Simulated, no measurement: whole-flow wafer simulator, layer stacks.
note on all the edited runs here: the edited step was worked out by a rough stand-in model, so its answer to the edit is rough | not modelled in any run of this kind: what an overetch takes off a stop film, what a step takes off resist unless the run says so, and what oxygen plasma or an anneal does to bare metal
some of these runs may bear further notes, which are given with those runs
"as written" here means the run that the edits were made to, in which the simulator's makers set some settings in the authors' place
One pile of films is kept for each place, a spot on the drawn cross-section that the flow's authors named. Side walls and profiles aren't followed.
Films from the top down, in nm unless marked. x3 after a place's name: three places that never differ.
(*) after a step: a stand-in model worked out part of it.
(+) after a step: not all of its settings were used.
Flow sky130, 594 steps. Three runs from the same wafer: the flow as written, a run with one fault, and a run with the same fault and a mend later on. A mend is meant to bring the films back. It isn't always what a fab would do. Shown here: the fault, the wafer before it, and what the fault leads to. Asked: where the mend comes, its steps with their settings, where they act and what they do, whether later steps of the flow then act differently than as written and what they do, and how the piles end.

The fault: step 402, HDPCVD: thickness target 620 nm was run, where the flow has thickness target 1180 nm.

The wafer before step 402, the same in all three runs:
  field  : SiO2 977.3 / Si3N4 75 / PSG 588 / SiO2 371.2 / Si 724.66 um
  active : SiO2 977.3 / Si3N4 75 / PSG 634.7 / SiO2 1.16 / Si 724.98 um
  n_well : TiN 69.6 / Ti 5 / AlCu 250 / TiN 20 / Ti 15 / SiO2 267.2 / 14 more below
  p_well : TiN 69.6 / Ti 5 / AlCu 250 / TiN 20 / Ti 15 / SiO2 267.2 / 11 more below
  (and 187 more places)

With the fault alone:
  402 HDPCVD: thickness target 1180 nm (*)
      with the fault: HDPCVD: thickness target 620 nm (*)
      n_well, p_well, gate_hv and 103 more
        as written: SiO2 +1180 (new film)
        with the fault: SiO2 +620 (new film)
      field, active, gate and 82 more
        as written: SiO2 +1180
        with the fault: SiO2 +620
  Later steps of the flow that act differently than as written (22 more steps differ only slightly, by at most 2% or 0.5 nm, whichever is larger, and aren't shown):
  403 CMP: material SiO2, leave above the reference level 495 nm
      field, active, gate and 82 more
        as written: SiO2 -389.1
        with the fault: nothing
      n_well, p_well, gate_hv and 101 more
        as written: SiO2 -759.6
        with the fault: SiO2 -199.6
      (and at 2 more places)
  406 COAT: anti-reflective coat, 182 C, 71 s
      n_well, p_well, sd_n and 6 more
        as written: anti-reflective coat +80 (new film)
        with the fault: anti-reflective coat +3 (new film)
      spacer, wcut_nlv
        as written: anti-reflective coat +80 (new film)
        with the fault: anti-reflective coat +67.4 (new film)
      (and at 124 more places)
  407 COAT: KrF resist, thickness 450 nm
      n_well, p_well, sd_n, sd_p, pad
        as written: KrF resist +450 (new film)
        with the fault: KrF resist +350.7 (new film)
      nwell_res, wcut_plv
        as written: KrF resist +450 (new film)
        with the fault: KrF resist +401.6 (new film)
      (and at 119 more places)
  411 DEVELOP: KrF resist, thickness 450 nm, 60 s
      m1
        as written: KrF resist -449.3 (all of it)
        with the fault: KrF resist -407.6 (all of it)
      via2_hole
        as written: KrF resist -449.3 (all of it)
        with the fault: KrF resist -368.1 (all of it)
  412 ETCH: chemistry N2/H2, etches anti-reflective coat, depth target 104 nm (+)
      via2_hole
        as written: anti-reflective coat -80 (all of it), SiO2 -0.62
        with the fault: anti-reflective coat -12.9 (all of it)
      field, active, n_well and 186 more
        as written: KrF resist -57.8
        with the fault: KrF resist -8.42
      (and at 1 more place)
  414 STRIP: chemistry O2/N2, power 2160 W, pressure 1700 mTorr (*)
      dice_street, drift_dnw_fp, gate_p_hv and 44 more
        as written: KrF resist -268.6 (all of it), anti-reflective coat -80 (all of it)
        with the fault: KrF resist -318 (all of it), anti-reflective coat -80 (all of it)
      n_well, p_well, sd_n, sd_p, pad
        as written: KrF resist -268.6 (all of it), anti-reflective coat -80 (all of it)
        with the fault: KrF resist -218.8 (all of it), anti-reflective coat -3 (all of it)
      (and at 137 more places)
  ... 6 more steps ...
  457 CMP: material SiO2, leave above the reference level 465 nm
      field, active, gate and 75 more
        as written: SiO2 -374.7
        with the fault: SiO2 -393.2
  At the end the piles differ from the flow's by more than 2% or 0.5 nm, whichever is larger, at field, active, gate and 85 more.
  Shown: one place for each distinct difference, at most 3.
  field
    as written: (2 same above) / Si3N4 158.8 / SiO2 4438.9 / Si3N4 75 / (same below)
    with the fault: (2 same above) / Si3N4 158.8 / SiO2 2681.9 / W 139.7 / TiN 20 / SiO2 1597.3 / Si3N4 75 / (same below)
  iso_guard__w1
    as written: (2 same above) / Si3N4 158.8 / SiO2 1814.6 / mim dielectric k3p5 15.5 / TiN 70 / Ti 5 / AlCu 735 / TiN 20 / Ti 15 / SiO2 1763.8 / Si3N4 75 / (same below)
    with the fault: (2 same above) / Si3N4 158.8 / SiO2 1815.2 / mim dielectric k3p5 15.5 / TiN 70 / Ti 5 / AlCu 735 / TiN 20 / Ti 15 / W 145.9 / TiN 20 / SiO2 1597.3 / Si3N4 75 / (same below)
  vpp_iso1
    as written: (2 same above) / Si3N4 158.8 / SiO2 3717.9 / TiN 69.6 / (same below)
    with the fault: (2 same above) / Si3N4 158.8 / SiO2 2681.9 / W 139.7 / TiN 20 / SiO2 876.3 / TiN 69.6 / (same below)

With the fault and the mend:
  The mend comes after step 402.
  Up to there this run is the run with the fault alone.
  402a HDPCVD: thickness target 560 nm (*) (the flow's step 402 once more, with other settings)
      field, active, n_well and 188 more
        SiO2 +560
  No later step of the flow acts differently than as written, at any place that is followed, by more than 2% or 0.5 nm, whichever is larger.
  At the end the piles are the same as the flow's at every place that both follow.
